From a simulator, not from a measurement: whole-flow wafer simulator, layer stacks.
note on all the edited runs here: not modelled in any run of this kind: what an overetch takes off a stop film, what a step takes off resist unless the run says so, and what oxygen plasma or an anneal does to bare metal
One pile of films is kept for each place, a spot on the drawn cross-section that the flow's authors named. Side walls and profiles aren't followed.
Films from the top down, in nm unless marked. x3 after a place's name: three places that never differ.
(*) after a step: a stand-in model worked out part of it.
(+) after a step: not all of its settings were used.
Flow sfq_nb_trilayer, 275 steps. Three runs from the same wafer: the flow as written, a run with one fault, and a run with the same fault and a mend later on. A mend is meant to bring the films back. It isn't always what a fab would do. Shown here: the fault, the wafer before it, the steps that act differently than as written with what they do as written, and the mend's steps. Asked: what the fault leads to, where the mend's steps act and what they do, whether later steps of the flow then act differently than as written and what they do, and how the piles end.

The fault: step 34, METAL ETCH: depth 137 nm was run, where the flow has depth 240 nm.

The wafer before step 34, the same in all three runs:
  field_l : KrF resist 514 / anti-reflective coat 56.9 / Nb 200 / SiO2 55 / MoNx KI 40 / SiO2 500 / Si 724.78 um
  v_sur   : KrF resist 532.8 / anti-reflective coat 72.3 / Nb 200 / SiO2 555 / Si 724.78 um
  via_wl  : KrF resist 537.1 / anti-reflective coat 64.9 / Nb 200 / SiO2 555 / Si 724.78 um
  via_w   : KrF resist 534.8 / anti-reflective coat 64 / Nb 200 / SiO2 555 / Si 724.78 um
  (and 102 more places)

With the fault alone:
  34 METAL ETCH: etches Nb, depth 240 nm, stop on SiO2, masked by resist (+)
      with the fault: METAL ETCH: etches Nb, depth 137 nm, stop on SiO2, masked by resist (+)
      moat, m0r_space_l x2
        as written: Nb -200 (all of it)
        with the fault: Nb -137
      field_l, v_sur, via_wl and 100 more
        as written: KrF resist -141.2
        with the fault: KrF resist -80.6
  Later steps of the flow that act differently than as written:
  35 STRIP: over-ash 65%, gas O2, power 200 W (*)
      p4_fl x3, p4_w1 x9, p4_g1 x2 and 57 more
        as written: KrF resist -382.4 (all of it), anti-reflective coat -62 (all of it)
        with the fault: KrF resist -443 (all of it), anti-reflective coat -62 (all of it)
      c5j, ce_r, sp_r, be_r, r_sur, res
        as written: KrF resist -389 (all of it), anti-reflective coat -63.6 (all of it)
        with the fault: KrF resist -449.6 (all of it), anti-reflective coat -63.6 (all of it)
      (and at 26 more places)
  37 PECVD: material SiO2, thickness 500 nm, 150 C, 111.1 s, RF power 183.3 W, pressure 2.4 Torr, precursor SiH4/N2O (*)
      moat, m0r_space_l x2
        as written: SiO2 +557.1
        with the fault: SiO2 +500 (new film)
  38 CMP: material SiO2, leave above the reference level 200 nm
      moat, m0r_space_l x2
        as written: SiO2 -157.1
        with the fault: SiO2 -163
  At the end the piles differ from the flow's by more than 2% or 0.5 nm, whichever is larger, at moat, m0r_space_l x2.
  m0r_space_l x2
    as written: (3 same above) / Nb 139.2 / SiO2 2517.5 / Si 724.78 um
    with the fault: (3 same above) / Nb 139.2 / SiO2 1899.5 / Nb 63 / SiO2 555 / Si 724.78 um
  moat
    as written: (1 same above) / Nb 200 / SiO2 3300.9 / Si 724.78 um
    with the fault: (1 same above) / Nb 200 / SiO2 2682.9 / Nb 63 / SiO2 555 / Si 724.78 um

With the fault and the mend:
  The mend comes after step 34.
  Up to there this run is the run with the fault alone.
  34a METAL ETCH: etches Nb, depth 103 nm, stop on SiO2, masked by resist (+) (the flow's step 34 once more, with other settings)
      field_l, v_sur, via_wl and 100 more
        KrF resist -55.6
      moat, m0r_space_l x2
        Nb -63 (all of it)
  No later step of the flow acts differently than as written, at any place that is followed, by more than 2% or 0.5 nm, whichever is larger.
  At the end the piles are the same as the flow's at every place that both follow.
